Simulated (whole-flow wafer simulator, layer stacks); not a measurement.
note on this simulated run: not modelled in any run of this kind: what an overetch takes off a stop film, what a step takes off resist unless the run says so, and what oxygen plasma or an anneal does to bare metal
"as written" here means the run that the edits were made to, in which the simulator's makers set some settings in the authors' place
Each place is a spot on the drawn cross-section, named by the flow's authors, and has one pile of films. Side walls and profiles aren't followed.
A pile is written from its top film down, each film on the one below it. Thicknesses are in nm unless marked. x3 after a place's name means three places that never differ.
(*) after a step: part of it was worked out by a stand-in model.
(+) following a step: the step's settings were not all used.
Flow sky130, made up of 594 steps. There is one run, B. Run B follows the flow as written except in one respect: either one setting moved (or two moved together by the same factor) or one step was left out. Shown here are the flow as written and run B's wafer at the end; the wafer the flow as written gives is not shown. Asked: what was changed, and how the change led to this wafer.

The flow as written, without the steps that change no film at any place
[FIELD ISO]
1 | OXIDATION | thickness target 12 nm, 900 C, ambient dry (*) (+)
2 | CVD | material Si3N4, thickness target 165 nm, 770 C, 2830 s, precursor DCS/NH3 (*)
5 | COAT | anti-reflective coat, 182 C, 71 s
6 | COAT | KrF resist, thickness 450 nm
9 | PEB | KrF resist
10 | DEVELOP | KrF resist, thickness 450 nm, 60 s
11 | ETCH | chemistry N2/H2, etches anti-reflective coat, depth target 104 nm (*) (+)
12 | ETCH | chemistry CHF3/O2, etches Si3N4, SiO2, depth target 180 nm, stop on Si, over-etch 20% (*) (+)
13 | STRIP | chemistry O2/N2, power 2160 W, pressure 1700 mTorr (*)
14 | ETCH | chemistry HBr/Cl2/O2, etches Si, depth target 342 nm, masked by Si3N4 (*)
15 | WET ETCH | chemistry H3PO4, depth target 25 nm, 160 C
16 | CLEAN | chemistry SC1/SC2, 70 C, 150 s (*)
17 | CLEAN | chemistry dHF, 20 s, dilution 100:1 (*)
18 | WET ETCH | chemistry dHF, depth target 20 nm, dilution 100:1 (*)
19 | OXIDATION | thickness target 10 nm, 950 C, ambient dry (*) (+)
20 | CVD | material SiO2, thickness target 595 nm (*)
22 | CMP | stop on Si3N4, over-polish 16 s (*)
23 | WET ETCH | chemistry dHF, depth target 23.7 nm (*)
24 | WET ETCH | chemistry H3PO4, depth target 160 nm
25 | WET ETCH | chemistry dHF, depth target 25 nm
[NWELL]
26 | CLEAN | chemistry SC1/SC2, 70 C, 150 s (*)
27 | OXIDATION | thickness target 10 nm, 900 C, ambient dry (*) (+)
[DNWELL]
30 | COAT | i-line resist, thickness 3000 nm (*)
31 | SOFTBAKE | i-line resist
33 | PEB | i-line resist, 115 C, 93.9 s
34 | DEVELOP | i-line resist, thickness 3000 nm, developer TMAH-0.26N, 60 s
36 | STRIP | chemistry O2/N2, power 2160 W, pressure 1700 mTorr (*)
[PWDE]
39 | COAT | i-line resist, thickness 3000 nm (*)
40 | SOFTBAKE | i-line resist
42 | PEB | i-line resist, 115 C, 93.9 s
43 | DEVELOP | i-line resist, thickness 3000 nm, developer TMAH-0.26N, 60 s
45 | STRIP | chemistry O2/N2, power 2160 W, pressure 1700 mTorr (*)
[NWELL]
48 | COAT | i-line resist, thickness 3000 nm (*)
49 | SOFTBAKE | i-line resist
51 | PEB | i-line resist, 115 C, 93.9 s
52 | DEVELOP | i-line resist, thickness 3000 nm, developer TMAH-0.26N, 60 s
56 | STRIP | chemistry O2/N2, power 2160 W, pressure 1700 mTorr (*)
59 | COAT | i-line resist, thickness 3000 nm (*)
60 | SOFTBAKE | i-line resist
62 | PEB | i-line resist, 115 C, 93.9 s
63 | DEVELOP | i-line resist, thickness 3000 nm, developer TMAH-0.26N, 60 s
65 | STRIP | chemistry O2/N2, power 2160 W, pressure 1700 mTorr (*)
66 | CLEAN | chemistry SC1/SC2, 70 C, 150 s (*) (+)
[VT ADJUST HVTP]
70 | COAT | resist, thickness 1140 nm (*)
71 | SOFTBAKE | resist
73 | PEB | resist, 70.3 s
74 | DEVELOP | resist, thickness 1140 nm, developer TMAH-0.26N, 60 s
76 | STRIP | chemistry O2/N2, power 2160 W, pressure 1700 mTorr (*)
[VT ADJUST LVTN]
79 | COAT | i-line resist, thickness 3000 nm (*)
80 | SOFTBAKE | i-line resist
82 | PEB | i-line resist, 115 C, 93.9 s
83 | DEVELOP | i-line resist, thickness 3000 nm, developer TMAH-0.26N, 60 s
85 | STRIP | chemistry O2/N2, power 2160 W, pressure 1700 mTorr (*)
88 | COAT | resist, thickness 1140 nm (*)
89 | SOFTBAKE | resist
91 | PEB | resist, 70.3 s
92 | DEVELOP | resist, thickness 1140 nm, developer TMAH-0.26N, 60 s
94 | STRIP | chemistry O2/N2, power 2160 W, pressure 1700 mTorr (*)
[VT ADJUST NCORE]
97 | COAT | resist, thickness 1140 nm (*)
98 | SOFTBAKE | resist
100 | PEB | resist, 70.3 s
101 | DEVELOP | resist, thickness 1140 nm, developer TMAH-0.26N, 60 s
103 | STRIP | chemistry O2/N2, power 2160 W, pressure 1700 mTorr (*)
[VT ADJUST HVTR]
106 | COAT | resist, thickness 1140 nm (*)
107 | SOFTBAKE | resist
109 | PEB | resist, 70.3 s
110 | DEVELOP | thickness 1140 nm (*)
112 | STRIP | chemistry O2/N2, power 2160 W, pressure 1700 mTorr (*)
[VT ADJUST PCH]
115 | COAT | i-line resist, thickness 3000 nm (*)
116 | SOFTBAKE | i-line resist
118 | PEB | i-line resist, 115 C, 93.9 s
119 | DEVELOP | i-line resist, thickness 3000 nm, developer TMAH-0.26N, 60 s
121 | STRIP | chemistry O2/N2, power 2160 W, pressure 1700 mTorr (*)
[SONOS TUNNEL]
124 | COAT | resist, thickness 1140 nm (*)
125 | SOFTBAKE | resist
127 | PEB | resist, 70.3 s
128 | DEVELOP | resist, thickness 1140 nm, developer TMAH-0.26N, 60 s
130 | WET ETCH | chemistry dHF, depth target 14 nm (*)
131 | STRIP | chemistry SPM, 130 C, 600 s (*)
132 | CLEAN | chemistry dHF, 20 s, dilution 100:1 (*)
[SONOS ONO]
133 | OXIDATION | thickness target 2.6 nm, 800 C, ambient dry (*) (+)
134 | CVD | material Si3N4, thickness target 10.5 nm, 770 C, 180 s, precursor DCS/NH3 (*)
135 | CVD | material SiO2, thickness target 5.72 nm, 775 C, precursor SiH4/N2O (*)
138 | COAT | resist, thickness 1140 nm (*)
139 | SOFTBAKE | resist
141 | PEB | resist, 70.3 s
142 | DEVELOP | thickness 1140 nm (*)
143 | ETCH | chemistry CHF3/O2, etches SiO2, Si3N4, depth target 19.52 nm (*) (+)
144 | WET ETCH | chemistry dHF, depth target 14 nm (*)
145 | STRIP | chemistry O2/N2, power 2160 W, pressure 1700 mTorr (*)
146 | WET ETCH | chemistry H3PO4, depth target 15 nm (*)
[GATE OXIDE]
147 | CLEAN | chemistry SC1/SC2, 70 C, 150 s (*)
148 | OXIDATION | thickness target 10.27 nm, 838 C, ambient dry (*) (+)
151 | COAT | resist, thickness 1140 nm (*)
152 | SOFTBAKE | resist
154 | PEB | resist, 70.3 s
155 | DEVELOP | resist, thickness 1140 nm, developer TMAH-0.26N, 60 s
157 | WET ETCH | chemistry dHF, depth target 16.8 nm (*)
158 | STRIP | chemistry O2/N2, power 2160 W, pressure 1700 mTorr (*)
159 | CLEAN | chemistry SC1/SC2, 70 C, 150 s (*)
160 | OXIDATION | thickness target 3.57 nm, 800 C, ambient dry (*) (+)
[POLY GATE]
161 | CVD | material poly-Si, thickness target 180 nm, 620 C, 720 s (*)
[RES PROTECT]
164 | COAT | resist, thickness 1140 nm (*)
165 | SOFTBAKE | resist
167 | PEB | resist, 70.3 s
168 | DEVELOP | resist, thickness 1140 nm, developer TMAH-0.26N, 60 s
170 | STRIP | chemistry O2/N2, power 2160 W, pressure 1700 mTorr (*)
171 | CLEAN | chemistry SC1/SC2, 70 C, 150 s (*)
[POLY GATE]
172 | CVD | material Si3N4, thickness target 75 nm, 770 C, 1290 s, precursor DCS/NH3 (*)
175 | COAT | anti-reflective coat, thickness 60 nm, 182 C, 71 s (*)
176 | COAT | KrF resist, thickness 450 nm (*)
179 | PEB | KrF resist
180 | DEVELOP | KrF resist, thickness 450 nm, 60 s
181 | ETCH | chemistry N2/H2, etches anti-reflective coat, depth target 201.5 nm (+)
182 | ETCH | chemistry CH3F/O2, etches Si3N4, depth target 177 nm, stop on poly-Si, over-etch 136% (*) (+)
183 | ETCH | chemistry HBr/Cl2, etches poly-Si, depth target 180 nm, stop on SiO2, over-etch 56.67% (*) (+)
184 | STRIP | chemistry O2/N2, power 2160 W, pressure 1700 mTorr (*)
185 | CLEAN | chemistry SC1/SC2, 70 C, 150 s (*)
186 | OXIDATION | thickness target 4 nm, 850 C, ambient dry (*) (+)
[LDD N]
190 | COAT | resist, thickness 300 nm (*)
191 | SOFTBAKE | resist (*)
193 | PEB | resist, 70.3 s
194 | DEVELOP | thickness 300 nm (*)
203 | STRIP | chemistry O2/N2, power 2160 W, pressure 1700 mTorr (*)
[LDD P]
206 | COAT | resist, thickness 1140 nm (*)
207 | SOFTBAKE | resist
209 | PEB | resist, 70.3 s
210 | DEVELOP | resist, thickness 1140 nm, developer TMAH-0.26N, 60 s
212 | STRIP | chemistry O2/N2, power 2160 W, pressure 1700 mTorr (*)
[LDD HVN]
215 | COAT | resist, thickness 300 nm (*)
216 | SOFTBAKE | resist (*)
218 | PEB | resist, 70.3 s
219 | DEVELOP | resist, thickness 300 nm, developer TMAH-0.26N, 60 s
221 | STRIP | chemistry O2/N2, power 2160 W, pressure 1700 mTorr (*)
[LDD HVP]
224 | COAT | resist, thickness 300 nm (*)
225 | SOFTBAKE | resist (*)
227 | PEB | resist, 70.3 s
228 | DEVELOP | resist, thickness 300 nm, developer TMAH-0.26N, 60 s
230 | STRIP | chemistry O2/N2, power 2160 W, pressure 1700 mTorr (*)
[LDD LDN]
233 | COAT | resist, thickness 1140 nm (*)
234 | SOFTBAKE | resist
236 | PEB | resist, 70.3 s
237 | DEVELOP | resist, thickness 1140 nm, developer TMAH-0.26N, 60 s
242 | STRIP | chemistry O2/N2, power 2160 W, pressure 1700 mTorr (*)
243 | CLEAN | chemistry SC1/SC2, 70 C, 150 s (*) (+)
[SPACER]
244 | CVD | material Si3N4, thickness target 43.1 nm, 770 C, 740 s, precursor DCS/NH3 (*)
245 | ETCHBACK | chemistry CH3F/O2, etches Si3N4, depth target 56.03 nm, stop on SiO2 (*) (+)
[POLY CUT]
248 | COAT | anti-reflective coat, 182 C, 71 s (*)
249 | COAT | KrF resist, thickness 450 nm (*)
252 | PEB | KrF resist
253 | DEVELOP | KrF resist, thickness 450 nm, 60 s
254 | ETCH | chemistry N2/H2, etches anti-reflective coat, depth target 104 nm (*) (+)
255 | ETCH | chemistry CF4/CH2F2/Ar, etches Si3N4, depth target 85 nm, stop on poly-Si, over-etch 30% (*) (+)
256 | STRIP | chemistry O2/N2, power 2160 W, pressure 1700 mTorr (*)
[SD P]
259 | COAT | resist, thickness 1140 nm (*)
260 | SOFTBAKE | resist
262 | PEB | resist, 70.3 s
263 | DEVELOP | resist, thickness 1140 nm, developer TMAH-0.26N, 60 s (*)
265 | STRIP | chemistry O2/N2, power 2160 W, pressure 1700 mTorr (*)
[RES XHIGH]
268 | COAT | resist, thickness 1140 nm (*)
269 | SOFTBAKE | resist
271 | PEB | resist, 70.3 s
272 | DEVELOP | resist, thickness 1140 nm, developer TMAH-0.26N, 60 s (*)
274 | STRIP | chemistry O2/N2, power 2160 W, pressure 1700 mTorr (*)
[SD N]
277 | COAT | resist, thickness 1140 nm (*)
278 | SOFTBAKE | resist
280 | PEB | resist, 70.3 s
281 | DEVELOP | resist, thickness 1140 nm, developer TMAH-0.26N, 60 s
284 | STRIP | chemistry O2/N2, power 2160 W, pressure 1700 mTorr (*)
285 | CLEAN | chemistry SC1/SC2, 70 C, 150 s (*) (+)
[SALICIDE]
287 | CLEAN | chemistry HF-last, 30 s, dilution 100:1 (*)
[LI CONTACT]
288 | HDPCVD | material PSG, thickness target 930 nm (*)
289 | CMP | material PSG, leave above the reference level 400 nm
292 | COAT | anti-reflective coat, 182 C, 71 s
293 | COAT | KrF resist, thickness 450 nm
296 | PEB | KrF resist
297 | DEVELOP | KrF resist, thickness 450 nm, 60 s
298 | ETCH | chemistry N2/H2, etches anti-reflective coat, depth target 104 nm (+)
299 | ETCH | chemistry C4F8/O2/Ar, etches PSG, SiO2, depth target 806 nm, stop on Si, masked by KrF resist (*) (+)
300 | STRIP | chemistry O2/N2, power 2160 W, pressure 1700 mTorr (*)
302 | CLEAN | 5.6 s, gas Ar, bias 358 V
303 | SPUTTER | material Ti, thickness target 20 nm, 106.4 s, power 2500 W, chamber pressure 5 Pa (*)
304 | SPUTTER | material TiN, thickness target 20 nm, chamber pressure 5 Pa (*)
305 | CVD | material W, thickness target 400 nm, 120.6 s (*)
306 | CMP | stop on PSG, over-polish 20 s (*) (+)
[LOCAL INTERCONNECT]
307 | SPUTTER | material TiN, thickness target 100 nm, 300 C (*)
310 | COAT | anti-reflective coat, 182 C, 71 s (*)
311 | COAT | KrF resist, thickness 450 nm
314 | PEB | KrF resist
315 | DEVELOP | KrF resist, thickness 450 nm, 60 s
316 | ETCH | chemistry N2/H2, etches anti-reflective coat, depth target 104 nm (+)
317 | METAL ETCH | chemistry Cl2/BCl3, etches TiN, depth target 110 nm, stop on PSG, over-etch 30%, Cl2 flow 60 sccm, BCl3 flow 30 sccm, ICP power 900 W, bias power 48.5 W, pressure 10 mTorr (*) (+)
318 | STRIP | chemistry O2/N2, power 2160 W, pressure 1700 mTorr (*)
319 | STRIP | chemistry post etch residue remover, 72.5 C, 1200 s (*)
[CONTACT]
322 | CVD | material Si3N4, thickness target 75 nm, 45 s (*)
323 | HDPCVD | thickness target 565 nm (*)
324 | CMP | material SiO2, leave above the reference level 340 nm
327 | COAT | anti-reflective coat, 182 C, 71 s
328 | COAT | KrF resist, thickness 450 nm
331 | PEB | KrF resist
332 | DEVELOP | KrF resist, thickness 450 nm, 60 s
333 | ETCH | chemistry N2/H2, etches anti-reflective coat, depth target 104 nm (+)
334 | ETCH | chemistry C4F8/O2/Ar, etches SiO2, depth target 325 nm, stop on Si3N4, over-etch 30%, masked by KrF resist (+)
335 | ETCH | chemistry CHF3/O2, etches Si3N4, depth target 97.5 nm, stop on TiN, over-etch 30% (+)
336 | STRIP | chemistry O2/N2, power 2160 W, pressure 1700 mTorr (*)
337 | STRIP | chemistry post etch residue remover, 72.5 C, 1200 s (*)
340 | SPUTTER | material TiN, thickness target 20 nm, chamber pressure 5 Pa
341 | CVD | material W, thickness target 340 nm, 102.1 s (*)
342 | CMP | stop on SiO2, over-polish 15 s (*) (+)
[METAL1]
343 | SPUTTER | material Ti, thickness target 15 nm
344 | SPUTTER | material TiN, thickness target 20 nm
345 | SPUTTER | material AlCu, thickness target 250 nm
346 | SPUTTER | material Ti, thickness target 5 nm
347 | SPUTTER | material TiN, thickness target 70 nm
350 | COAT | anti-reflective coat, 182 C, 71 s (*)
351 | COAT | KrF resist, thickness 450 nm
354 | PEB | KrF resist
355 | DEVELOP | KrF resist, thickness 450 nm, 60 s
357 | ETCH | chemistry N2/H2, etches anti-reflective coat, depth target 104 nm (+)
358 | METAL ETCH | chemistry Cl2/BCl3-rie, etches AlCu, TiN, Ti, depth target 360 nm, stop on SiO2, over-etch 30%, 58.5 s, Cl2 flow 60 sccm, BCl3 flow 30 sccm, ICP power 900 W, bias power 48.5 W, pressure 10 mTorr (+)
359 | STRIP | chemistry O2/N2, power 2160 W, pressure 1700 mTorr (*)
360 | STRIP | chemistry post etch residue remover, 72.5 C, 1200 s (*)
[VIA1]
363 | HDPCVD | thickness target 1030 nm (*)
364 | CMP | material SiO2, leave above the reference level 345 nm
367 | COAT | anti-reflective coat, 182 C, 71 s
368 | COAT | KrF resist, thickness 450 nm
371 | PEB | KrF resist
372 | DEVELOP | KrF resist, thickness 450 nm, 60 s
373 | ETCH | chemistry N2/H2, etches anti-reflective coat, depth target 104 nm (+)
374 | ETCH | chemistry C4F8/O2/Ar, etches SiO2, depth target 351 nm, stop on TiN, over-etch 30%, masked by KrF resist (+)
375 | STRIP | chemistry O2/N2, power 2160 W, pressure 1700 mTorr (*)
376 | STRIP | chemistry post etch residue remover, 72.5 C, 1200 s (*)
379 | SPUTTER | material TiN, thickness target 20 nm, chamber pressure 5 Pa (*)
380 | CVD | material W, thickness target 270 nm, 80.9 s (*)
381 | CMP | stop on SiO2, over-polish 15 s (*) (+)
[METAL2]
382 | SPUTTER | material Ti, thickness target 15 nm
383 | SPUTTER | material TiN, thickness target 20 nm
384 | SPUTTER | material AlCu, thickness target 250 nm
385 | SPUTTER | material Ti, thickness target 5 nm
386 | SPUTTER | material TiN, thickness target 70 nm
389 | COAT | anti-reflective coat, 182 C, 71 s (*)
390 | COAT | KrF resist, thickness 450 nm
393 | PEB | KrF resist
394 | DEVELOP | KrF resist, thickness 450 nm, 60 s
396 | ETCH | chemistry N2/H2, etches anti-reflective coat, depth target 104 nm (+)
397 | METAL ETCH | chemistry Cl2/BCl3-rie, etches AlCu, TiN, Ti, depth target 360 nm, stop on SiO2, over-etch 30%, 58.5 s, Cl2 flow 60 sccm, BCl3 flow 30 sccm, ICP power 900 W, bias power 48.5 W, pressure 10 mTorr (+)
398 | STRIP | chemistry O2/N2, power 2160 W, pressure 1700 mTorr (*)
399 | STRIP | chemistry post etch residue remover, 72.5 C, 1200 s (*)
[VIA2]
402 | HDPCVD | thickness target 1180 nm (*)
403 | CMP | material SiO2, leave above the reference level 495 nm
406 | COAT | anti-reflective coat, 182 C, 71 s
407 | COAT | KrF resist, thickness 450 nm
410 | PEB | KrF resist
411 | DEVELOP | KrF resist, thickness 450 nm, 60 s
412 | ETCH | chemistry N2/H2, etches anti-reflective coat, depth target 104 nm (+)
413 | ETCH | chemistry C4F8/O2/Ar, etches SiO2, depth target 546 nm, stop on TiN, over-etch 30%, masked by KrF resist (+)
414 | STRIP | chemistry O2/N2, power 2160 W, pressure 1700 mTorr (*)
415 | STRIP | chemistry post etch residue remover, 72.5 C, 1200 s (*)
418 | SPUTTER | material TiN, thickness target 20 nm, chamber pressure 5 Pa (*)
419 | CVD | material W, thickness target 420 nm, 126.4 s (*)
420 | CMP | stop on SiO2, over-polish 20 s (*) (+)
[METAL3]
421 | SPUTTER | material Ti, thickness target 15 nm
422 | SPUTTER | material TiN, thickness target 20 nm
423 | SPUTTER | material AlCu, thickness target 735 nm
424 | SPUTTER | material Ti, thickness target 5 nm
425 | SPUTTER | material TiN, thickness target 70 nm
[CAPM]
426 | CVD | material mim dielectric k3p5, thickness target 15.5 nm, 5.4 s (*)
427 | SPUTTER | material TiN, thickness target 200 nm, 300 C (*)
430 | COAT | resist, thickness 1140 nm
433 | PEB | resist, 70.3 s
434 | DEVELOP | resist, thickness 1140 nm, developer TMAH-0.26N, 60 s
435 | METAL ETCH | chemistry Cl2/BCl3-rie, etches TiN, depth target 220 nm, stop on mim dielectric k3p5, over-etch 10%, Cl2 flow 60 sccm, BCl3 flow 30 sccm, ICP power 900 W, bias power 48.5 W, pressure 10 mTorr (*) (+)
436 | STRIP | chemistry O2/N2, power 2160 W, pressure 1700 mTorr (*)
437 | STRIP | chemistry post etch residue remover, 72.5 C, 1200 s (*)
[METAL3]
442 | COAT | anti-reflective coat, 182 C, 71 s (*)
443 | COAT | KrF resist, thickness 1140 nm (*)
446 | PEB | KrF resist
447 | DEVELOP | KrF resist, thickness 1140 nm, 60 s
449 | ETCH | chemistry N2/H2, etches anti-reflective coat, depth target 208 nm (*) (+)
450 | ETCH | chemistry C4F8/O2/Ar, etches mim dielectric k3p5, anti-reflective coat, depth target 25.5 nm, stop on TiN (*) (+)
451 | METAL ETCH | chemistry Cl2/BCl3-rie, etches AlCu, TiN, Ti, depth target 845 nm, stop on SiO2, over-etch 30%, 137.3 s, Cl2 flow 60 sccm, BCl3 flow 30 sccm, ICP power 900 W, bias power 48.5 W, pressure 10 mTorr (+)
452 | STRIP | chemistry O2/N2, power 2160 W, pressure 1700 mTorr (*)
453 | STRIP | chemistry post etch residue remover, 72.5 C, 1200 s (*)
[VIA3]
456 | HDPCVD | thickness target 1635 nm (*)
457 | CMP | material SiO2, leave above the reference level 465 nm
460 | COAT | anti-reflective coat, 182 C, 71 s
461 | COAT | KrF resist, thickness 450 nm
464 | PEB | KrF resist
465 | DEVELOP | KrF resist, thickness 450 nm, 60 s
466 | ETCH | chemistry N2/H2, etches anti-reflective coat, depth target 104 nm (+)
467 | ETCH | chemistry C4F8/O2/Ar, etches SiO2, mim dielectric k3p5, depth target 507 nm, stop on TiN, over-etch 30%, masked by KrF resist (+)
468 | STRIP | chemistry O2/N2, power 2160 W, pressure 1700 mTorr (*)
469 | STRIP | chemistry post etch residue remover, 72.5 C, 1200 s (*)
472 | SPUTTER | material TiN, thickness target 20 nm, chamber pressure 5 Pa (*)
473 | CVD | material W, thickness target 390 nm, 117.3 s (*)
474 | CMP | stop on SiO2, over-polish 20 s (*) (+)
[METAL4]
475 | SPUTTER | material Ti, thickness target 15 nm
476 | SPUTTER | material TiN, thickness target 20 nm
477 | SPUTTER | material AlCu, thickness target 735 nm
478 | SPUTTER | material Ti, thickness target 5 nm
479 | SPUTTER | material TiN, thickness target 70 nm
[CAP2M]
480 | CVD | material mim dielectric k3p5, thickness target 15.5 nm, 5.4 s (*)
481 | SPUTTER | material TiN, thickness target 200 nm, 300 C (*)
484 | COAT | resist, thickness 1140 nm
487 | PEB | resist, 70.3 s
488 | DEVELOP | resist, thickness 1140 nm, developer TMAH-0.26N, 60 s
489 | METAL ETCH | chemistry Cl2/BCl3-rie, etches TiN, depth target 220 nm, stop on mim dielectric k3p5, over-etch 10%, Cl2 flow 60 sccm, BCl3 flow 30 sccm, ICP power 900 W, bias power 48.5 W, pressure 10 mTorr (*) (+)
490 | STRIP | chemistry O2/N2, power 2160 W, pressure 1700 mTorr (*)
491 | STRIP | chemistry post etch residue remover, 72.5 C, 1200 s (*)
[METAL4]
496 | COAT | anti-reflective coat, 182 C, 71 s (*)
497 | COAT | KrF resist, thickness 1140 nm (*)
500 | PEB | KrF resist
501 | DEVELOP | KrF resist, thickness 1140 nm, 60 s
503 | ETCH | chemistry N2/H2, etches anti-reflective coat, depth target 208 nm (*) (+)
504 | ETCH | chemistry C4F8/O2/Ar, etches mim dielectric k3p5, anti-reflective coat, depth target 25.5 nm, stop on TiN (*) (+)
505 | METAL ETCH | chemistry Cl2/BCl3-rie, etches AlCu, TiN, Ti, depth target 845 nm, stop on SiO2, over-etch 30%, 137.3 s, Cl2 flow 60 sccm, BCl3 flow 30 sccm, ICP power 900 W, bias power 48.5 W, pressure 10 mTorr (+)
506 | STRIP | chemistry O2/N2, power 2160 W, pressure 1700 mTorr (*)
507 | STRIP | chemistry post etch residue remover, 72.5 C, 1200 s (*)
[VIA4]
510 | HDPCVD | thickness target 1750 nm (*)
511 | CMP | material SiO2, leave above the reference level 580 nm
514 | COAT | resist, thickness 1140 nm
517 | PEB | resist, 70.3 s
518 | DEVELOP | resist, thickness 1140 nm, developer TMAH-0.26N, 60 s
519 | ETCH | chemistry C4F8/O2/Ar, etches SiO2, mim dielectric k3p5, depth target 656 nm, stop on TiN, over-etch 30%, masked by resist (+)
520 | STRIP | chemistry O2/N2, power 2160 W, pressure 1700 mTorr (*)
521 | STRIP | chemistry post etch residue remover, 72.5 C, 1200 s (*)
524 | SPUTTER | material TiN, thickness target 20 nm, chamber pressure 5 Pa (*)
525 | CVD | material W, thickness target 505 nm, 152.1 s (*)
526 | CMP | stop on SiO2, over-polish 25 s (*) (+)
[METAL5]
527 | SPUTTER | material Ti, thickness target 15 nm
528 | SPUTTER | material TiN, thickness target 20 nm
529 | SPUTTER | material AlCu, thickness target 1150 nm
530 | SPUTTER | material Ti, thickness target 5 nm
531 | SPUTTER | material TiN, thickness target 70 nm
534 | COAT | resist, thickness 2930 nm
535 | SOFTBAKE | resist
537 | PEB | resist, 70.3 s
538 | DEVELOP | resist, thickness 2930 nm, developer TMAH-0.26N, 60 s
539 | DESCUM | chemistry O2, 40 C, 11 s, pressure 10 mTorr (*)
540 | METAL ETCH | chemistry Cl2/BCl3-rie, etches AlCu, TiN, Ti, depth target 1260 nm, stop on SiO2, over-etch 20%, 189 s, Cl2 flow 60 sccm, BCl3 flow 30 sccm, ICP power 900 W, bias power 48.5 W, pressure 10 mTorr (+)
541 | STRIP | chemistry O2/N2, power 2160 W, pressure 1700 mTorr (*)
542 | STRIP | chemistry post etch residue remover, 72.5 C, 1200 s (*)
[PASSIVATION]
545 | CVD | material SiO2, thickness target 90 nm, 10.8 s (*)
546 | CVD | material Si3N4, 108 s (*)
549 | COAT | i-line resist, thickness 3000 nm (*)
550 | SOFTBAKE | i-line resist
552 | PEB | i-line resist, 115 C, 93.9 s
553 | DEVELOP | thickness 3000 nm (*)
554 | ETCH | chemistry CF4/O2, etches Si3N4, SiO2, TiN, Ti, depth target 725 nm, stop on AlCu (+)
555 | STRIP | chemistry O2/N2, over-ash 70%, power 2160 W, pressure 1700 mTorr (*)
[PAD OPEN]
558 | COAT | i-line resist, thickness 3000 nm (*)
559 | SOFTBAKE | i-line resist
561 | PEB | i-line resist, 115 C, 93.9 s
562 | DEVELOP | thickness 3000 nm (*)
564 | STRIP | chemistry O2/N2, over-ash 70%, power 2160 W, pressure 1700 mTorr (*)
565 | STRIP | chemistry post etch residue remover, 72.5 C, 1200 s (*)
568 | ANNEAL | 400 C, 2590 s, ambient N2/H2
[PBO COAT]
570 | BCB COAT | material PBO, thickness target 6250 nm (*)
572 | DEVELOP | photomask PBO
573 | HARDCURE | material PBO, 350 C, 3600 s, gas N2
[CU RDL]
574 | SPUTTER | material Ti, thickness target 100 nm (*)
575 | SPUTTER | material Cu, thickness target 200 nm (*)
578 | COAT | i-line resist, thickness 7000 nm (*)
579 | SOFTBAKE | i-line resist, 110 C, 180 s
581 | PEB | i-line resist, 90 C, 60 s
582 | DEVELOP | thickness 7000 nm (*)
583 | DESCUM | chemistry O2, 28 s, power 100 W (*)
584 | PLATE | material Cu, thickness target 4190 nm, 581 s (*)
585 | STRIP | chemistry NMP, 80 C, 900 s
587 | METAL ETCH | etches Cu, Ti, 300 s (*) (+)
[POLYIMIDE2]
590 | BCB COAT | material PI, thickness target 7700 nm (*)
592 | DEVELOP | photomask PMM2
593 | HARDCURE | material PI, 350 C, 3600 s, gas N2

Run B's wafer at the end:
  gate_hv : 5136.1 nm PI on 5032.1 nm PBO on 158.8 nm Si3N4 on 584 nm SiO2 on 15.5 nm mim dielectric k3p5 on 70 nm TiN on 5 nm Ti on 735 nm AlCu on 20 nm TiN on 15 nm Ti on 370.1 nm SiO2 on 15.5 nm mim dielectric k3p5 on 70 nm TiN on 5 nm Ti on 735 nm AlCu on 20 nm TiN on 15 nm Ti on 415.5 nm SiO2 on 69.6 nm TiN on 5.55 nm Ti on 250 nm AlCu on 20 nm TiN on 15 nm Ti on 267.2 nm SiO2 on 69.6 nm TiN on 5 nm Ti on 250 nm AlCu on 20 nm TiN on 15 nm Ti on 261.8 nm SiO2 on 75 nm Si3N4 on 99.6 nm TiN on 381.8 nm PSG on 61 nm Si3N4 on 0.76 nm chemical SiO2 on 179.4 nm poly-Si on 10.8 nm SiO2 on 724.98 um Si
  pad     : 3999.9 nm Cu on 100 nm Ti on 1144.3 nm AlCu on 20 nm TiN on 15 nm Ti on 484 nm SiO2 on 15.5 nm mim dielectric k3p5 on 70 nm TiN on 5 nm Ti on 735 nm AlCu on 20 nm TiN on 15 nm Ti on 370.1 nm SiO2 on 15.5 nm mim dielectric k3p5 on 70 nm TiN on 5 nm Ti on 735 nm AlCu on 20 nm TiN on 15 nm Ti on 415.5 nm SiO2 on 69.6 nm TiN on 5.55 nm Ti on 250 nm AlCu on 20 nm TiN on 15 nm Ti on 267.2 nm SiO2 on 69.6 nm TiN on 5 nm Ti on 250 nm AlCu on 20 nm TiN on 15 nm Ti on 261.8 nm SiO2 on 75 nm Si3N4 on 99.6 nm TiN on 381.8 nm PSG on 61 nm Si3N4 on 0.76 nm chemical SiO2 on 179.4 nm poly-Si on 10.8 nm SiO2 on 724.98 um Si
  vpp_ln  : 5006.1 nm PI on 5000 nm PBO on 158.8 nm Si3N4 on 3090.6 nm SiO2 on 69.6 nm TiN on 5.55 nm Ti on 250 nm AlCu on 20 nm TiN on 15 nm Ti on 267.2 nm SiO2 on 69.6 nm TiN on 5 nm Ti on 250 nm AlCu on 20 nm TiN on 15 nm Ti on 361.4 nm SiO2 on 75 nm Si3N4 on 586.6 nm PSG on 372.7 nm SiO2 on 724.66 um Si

The reason: step 385, SPUTTER: thickness target 5.55 nm was run, while the flow as written has thickness target 5 nm.
The wafer lets one read it off: gate_hv has Ti 5.55, and step 385 as written asks for 5 nm.

Step by step, how the change led to this:
  385 | SPUTTER | material Ti, thickness target 5 nm
      field, active, n_well and 188 more: Ti gains 5.55 (new film) (it would be, as written: Ti gains 5 (new film))
  397 | METAL ETCH | chemistry Cl2/BCl3-rie, etches AlCu, TiN, Ti, depth target 360 nm, stop on SiO2, over-etch 30%, 58.5 s, Cl2 flow 60 sccm, BCl3 flow 30 sccm, ICP power 900 W, bias power 48.5 W, pressure 10 mTorr (+)
      field, active, gate and 82 more: TiN loses 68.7 (all of it), Ti loses 5.55 (all of it), AlCu loses 250 (all of it), TiN loses 20 (all of it), Ti loses 15 (all of it), SiO2 loses 10.9 (it would be, as written: TiN loses 68.7 (all of it), Ti loses 5 (all of it), AlCu loses 250 (all of it), TiN loses 20 (all of it), Ti loses 15 (all of it), SiO2 loses 10.9)
